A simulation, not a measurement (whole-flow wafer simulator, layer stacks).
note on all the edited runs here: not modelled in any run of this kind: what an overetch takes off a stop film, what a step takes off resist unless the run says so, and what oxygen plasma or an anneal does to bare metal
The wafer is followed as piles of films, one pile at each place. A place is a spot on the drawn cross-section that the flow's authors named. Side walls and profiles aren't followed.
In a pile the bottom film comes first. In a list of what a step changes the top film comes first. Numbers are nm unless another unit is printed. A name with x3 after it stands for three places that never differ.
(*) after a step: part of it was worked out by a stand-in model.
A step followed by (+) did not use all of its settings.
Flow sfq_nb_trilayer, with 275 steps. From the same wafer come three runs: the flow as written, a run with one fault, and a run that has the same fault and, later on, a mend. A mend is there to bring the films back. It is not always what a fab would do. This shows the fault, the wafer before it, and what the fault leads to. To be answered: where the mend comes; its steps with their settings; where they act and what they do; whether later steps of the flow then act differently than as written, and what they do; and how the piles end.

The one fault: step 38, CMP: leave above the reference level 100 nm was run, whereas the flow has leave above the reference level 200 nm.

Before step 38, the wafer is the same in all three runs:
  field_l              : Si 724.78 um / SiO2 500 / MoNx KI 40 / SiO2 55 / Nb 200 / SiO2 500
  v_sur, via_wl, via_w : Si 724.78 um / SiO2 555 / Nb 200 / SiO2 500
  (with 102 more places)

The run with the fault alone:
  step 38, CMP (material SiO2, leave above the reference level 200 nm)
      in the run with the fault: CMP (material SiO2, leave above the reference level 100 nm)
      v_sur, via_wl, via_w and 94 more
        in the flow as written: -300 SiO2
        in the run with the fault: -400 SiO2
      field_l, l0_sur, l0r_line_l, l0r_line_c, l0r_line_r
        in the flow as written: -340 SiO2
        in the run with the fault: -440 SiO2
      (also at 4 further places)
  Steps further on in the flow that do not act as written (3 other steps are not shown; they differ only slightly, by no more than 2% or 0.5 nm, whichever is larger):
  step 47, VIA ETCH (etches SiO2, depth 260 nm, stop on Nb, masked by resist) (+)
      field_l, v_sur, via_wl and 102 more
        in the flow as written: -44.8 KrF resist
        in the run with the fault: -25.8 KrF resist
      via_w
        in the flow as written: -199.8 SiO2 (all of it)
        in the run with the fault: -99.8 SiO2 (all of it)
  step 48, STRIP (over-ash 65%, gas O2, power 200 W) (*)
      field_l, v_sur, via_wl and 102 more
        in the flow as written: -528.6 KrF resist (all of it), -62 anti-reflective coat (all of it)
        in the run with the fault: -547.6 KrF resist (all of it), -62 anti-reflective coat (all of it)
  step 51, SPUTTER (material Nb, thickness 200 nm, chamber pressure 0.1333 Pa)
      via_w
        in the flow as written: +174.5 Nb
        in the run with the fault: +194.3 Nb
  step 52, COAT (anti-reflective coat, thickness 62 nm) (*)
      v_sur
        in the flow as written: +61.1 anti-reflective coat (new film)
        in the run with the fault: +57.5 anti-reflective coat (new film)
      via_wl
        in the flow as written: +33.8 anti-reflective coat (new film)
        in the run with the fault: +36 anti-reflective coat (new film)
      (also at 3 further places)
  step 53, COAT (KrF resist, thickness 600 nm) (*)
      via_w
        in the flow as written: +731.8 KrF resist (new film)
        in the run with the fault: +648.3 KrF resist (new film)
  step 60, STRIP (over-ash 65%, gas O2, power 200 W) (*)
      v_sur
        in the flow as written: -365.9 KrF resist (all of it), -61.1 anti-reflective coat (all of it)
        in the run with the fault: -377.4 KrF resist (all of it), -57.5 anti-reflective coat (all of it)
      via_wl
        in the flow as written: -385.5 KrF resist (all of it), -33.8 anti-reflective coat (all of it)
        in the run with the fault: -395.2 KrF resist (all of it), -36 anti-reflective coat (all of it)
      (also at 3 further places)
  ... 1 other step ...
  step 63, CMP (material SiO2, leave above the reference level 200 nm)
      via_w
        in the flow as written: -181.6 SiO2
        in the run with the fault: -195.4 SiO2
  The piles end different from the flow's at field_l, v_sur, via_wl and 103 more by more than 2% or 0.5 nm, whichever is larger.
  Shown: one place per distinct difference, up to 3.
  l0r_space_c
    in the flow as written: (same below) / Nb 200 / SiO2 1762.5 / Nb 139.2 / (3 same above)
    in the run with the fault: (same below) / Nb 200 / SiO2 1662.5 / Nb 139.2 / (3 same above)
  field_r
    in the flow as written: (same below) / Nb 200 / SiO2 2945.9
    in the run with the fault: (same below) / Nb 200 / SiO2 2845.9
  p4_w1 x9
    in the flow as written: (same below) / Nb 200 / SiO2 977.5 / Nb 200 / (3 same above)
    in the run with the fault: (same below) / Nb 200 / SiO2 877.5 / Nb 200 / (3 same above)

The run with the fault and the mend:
  The mend follows step 45.
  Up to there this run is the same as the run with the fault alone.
  step 45a, STRIP (over-ash 65%, gas O2, power 200 W) (*)
      field_l, v_sur, via_wl and 102 more
        -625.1 KrF resist (all of it), -62 anti-reflective coat (all of it)
      via_w
        -62 anti-reflective coat (all of it)
  step 45b, PECVD (material SiO2, thickness 100 nm, 150 C, 22.22 s, RF power 183.3 W, pressure 2.4 Torr, precursor SiH4/N2O) (the flow's step 37 again, with other settings)
      field_l, v_sur, via_wl and 103 more
        +100 SiO2
  step 45c, COAT (anti-reflective coat, thickness 62 nm) (the flow's step 40 again)
      field_l, v_sur, via_wl and 103 more
        +62 anti-reflective coat (new film)
  step 45d, COAT (KrF resist, thickness 650 nm) (the flow's step 41 again)
      field_l, v_sur, via_wl and 103 more
        +650 KrF resist (new film)
  step 45e, SOFTBAKE (KrF resist) (the flow's step 42 again)
      leaves every film unchanged at each place that is followed
  step 45f, EXPOSE (photomask I0, dose 11.91 mJ/cm2, NA 0.6, wavelength 248 nm) (*) (the flow's step 43 again)
      leaves every film unchanged at each place that is followed
  step 45g, PEB (KrF resist, 90 s) (the flow's step 44 again)
      field_l, v_sur, via_wl and 103 more
        -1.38 KrF resist
  step 45h, DEVELOP (KrF resist, thickness 650 nm, 60 s) (the flow's step 45 again)
      field_l, v_sur, via_wl and 102 more
        -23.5 KrF resist
      via_w
        -648.6 KrF resist (all of it)
  Every later step of the flow that is run acts as written at every place that is followed.
  By the end, the piles equal the flow's at every place that both follow.
